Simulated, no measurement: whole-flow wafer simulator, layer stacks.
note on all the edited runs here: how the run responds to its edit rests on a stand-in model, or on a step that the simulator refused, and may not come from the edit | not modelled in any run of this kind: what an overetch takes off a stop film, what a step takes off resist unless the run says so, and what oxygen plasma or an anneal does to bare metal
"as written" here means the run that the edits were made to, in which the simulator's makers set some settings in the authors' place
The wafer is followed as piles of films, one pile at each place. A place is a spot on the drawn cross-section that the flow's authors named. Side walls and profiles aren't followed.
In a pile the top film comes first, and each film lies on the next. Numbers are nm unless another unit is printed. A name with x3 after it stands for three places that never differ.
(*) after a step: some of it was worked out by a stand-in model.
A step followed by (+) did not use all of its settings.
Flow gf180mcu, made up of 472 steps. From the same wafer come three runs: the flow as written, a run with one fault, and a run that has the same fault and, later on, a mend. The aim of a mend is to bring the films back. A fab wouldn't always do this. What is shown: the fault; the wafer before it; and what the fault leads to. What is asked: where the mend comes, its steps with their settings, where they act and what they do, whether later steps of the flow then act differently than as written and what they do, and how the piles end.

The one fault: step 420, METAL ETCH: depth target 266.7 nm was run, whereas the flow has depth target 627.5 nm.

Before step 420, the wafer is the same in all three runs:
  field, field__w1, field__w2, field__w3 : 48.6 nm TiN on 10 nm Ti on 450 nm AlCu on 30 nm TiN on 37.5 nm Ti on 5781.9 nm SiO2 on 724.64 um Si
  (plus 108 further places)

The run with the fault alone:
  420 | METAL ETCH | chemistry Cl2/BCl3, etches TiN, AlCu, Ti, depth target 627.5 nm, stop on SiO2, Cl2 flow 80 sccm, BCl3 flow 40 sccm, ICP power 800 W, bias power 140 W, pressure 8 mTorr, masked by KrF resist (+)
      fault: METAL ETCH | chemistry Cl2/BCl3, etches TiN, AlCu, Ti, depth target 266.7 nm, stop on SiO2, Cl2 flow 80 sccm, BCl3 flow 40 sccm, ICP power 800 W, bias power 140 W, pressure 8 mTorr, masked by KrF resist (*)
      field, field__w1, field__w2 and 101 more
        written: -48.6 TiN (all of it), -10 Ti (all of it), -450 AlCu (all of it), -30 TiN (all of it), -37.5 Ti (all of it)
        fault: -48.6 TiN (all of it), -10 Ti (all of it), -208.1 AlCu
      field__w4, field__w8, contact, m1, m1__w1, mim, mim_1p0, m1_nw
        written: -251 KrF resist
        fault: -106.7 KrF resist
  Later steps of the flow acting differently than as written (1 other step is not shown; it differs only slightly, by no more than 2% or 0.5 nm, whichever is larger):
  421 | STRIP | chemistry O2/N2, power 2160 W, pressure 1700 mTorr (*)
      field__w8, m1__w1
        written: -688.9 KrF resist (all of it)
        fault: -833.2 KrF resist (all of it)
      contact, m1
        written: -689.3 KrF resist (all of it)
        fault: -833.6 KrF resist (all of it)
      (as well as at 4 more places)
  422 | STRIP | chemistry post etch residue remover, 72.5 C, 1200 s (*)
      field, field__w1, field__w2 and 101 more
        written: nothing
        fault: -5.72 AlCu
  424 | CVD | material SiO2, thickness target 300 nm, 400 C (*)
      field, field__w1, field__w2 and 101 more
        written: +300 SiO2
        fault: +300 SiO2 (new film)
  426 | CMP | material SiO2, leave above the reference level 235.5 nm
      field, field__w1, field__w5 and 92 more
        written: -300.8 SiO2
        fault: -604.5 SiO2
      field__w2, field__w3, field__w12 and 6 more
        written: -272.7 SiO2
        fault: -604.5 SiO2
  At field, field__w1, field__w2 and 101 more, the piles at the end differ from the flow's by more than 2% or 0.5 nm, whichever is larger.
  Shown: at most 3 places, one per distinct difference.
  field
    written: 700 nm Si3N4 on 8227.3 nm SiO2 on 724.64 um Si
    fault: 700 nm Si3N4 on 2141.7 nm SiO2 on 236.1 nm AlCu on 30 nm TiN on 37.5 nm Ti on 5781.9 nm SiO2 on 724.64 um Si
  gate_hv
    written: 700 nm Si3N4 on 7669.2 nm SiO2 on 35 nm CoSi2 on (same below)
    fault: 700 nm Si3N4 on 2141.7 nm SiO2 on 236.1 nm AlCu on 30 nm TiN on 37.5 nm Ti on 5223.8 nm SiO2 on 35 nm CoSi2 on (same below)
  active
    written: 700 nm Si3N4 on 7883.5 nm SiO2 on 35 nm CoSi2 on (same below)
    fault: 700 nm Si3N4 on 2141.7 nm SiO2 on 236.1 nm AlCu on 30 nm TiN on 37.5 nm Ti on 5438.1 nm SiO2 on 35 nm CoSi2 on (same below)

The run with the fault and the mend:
  After step 420 comes the mend.
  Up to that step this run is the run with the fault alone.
  420a | METAL ETCH | chemistry Cl2/BCl3, etches TiN, AlCu, Ti, depth target 360.8 nm, stop on SiO2, Cl2 flow 80 sccm, BCl3 flow 40 sccm, ICP power 800 W, bias power 140 W, pressure 8 mTorr, masked by KrF resist (+) (the flow's step 420 again, with other settings)
      field, field__w1, field__w2 and 101 more
        -241.9 AlCu (all of it), -30 TiN (all of it), -37.5 Ti (all of it)
      field__w4, field__w8, contact, m1, m1__w1, mim, mim_1p0, m1_nw
        -144.3 KrF resist
  Every later step of the flow that is run acts as written at every place that is followed.
  At every place that both follow, the piles at the end match the flow's.
